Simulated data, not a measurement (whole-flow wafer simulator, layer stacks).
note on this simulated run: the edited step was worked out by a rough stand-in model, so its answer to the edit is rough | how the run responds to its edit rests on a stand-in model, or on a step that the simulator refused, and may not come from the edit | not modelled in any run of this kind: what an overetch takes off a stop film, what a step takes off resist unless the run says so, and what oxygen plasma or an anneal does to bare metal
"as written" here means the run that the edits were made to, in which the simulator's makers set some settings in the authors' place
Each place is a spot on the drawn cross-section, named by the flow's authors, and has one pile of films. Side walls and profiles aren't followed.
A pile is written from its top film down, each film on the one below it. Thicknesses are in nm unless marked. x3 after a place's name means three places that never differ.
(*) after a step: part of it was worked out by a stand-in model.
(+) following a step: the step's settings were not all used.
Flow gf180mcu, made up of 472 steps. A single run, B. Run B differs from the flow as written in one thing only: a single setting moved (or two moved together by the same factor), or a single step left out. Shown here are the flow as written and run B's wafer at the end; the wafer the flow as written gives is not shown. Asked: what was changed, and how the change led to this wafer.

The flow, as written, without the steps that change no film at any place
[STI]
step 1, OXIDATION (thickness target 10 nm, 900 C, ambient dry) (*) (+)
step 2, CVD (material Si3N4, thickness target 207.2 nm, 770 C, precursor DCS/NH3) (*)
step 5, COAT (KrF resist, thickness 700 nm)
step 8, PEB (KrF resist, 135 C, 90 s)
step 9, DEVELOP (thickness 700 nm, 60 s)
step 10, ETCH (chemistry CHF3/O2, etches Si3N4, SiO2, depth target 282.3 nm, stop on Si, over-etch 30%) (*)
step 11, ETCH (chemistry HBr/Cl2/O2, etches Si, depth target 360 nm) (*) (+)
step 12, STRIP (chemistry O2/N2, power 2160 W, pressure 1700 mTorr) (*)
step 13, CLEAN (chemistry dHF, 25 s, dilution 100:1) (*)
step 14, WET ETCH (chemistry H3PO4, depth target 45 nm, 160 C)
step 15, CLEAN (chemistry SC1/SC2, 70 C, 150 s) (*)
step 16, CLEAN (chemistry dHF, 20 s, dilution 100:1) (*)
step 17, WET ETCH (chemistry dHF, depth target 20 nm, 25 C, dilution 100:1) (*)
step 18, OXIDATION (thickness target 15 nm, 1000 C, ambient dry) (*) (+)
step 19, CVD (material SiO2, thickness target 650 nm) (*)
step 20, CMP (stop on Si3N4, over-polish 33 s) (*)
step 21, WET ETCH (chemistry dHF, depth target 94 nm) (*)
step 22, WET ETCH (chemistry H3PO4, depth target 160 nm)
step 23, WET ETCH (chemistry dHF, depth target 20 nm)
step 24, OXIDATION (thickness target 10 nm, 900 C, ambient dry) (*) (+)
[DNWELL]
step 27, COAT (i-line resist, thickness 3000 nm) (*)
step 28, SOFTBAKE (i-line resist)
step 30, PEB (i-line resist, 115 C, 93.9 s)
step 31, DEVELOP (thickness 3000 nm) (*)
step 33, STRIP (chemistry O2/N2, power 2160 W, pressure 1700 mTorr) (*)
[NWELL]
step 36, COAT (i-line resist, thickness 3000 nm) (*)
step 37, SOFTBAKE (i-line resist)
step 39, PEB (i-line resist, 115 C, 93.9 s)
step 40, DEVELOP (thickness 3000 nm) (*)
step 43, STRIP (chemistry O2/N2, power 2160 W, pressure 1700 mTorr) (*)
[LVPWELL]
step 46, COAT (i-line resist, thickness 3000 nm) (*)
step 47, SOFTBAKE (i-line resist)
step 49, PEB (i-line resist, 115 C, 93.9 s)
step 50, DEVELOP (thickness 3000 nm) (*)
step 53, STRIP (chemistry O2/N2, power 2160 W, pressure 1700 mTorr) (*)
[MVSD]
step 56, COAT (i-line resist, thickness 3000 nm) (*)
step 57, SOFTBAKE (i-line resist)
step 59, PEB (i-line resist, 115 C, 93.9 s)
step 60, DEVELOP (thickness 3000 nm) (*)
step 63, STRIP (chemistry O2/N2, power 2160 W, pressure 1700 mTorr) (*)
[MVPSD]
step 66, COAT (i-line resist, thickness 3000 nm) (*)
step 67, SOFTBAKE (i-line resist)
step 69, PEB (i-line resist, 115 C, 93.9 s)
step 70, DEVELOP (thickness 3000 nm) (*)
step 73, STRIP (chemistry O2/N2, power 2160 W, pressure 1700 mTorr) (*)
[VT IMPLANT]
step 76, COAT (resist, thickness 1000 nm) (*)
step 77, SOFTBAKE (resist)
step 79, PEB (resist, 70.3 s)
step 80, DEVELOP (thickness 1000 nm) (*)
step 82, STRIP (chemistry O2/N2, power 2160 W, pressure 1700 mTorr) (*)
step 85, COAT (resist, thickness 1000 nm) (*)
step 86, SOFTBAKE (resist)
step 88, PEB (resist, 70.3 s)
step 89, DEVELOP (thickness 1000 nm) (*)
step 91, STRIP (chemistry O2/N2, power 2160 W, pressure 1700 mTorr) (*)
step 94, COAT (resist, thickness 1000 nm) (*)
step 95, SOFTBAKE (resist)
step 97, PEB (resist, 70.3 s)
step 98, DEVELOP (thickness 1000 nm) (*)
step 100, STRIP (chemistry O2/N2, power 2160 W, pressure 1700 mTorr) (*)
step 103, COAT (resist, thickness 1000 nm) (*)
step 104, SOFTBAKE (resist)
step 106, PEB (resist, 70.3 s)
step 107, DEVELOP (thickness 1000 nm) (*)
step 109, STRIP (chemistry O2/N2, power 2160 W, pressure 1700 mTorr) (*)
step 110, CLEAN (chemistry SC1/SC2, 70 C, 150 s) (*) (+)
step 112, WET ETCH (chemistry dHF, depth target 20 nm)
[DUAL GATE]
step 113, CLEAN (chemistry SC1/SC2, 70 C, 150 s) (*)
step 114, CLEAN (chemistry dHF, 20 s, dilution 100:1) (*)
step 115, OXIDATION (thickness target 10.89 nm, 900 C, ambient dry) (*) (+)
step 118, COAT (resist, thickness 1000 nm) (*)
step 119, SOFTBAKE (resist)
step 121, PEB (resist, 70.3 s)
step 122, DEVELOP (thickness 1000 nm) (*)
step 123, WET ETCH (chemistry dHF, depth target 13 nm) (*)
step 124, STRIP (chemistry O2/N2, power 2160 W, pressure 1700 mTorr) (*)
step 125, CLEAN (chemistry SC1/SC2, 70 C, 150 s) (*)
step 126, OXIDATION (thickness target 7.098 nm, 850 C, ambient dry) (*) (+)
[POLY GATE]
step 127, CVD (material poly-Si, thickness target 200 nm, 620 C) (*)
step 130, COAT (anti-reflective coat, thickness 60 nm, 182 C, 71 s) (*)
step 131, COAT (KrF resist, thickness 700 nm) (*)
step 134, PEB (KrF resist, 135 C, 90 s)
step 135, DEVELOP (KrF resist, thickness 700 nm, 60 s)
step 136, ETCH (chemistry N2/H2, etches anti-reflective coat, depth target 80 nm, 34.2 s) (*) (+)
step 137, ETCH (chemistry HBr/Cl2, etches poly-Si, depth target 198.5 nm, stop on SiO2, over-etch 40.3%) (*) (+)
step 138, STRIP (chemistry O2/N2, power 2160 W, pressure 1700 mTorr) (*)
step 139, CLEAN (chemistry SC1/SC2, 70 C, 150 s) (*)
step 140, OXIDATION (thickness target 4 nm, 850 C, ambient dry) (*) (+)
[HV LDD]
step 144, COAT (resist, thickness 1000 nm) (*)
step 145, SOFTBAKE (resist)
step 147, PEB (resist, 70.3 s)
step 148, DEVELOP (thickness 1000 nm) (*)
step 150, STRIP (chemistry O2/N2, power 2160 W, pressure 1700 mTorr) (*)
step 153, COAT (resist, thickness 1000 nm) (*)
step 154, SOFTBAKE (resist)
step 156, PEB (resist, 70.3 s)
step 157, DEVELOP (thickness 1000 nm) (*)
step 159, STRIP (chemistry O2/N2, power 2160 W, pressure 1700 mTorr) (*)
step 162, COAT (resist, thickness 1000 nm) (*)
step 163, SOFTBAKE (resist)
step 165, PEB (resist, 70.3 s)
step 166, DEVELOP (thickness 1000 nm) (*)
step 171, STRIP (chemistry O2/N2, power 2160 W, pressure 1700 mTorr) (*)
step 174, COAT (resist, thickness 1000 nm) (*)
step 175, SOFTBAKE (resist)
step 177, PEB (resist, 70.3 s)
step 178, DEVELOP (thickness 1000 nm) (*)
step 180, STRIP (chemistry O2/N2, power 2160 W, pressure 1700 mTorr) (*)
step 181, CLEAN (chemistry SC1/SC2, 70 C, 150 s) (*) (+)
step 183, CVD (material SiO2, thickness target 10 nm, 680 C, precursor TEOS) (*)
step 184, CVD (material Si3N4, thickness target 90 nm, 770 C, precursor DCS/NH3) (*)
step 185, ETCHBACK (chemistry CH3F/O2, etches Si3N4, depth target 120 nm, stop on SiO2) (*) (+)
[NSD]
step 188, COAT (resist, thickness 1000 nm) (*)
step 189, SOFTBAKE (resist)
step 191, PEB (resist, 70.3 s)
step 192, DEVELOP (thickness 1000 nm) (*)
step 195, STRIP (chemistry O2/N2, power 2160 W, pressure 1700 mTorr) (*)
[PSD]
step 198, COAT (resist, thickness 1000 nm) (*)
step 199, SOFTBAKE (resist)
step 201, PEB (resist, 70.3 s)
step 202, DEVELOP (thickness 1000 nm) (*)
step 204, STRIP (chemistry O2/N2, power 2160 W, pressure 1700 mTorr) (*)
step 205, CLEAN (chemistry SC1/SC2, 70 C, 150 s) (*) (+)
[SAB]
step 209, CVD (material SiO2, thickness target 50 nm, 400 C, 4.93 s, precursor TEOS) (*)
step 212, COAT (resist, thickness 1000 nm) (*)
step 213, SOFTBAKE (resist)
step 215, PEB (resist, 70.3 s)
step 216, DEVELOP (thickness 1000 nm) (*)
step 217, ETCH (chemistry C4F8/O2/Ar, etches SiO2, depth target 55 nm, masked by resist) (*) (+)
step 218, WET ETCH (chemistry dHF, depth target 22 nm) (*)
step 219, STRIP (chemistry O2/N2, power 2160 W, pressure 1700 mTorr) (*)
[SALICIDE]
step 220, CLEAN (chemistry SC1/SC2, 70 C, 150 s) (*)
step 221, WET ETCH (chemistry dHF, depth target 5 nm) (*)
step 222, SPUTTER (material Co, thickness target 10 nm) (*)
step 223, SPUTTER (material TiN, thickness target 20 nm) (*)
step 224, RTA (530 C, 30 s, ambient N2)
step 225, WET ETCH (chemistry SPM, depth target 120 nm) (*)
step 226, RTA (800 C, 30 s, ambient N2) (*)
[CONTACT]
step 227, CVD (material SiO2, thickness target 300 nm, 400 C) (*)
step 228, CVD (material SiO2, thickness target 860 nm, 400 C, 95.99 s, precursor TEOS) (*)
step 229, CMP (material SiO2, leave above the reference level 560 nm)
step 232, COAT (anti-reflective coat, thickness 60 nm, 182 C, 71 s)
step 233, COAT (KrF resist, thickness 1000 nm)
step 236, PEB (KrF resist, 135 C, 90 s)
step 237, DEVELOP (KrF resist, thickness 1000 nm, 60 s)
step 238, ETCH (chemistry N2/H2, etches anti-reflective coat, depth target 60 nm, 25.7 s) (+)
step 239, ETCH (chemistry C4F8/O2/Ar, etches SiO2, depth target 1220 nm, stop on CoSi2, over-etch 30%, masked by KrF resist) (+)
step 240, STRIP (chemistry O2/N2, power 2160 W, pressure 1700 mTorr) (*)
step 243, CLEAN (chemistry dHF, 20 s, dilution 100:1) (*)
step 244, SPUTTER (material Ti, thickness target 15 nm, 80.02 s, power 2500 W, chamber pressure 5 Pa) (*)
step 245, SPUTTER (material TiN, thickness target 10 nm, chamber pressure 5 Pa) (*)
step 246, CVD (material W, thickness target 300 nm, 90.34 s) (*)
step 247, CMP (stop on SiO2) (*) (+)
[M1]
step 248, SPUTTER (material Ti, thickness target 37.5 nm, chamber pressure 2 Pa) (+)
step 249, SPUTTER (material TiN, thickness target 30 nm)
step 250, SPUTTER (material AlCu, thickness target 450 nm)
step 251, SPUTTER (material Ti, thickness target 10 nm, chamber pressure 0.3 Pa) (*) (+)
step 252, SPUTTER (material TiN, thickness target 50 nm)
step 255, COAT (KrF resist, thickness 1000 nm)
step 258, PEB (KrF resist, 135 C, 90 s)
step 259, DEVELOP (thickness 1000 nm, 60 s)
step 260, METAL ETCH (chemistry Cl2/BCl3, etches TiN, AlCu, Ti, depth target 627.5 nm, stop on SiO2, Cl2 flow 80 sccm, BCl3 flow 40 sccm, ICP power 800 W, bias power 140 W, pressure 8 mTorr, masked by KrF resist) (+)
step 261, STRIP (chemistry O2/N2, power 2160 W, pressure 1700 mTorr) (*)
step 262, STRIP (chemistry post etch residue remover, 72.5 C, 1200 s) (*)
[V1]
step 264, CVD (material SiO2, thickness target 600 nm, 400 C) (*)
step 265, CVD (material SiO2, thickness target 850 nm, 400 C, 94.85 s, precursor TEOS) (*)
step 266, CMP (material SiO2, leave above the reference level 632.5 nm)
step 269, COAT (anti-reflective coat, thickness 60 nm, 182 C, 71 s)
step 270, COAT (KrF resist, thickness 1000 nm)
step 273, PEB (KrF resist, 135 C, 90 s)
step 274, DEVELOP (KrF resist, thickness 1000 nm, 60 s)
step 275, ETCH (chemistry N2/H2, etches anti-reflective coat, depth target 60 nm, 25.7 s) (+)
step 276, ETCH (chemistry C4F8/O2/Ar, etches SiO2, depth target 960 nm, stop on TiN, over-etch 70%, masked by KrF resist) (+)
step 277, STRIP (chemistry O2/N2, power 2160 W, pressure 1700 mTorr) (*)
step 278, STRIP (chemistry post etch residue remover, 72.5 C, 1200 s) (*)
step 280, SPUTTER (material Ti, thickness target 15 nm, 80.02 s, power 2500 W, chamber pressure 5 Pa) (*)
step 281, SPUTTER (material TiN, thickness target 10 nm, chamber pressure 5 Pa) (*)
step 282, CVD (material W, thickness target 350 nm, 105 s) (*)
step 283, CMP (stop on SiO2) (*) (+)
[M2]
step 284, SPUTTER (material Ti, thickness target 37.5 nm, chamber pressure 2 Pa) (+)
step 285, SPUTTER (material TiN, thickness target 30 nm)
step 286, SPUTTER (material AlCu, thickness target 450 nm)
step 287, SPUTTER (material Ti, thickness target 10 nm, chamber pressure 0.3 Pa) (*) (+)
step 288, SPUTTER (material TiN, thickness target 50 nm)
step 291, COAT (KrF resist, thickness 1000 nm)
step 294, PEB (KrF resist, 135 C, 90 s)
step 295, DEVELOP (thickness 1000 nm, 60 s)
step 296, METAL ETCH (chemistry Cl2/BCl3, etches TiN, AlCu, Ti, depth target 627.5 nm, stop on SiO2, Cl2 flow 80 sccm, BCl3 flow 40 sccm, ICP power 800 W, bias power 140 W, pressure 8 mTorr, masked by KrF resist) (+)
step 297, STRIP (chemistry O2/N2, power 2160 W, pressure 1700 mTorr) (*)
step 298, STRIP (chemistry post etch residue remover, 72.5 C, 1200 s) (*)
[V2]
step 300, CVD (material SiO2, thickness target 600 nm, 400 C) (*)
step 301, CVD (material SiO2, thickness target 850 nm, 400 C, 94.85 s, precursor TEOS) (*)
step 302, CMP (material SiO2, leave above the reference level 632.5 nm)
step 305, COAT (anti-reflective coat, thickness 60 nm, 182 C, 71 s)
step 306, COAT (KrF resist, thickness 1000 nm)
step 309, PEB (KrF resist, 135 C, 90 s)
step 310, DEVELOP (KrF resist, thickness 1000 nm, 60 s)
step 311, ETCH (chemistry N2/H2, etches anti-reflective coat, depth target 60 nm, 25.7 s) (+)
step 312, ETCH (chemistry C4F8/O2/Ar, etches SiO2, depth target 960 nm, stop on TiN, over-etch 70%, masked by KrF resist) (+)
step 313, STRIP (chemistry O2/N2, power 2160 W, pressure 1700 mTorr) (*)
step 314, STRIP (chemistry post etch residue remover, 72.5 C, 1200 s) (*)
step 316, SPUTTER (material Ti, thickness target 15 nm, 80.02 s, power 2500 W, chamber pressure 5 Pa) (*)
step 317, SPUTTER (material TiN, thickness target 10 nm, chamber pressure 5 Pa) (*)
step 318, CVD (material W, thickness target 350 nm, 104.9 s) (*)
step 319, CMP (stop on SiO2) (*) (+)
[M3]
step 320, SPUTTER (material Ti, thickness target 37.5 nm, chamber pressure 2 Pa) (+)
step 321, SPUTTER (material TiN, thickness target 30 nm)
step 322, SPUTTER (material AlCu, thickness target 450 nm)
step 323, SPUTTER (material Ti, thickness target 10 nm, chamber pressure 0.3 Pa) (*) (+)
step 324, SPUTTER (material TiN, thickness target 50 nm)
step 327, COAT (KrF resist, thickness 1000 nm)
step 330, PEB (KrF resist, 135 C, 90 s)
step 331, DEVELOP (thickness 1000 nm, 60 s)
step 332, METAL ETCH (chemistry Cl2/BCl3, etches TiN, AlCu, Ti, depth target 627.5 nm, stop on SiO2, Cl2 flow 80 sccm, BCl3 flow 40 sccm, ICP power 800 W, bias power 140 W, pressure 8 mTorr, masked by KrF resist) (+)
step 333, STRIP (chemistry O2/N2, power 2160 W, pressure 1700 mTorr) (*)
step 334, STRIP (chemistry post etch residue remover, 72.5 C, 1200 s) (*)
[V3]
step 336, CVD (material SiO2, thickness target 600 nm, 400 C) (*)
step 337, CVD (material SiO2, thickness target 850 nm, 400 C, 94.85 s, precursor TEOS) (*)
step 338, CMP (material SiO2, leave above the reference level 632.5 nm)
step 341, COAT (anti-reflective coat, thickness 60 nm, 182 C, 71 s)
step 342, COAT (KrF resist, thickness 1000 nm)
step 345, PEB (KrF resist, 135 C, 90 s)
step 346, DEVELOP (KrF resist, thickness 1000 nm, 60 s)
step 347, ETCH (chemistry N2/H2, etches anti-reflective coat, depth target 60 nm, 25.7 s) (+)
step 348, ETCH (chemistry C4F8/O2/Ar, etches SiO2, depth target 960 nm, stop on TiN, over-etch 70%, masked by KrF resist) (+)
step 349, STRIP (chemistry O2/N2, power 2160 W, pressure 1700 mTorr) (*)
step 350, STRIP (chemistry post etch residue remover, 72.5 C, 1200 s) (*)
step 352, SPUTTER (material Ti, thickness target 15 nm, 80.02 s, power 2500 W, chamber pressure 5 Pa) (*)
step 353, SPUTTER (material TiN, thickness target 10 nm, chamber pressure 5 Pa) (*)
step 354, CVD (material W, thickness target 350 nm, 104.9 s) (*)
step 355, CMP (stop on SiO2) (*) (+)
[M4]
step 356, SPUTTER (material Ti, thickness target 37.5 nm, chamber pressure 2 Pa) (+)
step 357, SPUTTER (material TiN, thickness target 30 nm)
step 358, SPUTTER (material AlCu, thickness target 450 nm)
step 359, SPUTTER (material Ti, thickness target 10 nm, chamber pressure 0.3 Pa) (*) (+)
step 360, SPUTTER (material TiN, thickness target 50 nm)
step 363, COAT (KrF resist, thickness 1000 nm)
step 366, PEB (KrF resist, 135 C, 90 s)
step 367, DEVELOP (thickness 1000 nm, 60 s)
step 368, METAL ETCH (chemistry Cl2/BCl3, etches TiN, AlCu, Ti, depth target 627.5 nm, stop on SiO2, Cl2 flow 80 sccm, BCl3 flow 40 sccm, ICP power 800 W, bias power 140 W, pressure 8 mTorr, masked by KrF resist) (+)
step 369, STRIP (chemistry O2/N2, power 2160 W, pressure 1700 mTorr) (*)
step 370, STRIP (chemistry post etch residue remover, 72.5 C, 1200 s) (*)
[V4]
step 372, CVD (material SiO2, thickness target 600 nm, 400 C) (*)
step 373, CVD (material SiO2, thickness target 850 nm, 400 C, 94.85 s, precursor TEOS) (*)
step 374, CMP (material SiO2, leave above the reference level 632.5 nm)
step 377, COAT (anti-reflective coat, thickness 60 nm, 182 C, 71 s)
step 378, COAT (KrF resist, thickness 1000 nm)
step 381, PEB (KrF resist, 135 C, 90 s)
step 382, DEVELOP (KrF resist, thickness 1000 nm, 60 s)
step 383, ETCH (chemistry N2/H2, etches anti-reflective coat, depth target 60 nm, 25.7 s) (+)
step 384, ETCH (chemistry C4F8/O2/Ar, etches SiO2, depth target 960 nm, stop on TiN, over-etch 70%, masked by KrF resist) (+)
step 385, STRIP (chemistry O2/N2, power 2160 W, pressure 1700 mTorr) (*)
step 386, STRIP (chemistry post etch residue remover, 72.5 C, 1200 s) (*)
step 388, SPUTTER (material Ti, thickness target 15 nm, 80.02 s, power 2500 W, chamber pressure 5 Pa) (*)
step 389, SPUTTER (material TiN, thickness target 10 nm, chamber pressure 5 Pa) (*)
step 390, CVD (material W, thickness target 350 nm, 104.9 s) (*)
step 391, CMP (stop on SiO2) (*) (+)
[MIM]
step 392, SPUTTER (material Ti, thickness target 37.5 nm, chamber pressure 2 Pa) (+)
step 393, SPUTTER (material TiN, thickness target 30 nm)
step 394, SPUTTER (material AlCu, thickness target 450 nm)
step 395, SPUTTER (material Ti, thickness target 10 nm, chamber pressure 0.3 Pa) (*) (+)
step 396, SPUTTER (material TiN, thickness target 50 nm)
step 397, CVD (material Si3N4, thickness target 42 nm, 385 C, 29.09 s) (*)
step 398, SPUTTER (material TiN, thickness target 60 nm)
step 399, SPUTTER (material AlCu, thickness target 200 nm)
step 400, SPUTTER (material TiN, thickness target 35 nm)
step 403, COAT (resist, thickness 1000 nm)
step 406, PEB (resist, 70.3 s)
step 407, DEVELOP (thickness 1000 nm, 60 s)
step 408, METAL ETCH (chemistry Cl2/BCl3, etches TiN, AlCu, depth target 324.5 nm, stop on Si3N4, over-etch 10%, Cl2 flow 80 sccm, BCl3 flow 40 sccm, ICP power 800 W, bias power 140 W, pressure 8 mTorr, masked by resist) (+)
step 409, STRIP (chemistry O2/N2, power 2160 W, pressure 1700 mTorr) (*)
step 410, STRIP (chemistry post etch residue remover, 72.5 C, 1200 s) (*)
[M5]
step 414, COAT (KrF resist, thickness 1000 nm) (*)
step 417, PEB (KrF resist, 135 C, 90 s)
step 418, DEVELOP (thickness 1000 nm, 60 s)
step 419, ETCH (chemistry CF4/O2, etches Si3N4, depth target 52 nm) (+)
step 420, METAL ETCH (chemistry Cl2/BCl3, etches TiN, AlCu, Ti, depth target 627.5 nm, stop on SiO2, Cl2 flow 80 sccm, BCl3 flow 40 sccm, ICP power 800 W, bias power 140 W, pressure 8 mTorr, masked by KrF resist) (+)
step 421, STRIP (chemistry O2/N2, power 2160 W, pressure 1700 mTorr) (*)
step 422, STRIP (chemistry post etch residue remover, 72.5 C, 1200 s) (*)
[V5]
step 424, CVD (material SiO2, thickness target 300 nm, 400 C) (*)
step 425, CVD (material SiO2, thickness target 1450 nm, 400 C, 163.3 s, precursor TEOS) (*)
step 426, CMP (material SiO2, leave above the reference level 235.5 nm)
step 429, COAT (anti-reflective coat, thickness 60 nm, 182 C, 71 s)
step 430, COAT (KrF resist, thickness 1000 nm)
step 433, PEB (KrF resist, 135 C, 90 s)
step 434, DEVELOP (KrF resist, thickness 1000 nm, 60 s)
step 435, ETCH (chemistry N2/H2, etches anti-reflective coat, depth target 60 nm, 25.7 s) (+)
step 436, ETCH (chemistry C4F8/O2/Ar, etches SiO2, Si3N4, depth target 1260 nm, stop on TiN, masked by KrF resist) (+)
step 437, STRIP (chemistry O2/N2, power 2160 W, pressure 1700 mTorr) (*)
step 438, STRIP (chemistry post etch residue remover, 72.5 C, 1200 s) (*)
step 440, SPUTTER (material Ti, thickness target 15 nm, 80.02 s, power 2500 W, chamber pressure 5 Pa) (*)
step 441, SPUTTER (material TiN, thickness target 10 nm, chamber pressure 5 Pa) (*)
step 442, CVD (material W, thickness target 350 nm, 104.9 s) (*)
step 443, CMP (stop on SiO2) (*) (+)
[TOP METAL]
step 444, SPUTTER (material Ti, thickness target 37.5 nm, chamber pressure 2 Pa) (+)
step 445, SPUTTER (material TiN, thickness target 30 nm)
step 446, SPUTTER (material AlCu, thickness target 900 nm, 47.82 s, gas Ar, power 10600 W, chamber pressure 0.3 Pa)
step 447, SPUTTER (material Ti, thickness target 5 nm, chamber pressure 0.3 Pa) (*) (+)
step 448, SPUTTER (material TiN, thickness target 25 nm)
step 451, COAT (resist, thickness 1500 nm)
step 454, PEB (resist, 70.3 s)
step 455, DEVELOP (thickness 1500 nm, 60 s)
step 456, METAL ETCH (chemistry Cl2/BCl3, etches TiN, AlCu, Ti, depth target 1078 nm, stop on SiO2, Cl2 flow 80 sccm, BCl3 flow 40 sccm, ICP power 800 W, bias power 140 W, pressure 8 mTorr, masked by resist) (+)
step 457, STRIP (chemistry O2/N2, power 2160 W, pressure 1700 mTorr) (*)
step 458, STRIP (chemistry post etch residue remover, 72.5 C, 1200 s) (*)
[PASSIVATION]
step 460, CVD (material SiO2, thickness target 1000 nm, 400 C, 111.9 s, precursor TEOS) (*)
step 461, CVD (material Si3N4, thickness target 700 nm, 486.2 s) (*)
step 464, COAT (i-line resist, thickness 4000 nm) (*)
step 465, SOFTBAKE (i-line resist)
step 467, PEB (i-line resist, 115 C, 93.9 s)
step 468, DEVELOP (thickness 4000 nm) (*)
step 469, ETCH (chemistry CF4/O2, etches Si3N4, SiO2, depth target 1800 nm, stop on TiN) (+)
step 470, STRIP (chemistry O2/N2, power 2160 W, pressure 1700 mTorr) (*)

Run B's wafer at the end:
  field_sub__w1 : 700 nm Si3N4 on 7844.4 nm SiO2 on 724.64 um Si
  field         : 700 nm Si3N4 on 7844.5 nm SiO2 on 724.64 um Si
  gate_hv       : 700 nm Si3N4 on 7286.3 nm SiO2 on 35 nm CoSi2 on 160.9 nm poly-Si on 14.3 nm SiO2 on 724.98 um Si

The reason: step 460, CVD: thickness target 610 nm was run, though the flow has thickness target 1000 nm; step 460, CVD: 68.29 s was run, where the flow has 111.9 s.

How this came from the change, step by step:
  step 460, CVD (material SiO2, thickness target 1000 nm, 400 C, 111.9 s, precursor TEOS) (*)
      field, field__w1, field__w2 and 103 more: SiO2 gains 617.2 (in the flow as written it would be: SiO2 gains 1000)
      field__w8, contact, m1, m1__w1, pad, m1_nw: SiO2 gains 617.2 (new film) (in the flow as written it would be: SiO2 gains 1000 (new film))
  step 465, SOFTBAKE (i-line resist)
      gate: i-line resist loses 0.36 (in the flow as written it would be: i-line resist gains 1.79)
      ld_acc_p, ld_fp_p, ld_drift_p: i-line resist gains 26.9 (in the flow as written it would be: i-line resist gains 33.8)
      (and at 57 other places as well)
  step 469, ETCH (chemistry CF4/O2, etches Si3N4, SiO2, depth target 1800 nm, stop on TiN) (+)
      pad: Si3N4 loses 700 (all of it), SiO2 loses 617.2 (all of it) (in the flow as written it would be: Si3N4 loses 700 (all of it), SiO2 loses 1000 (all of it))
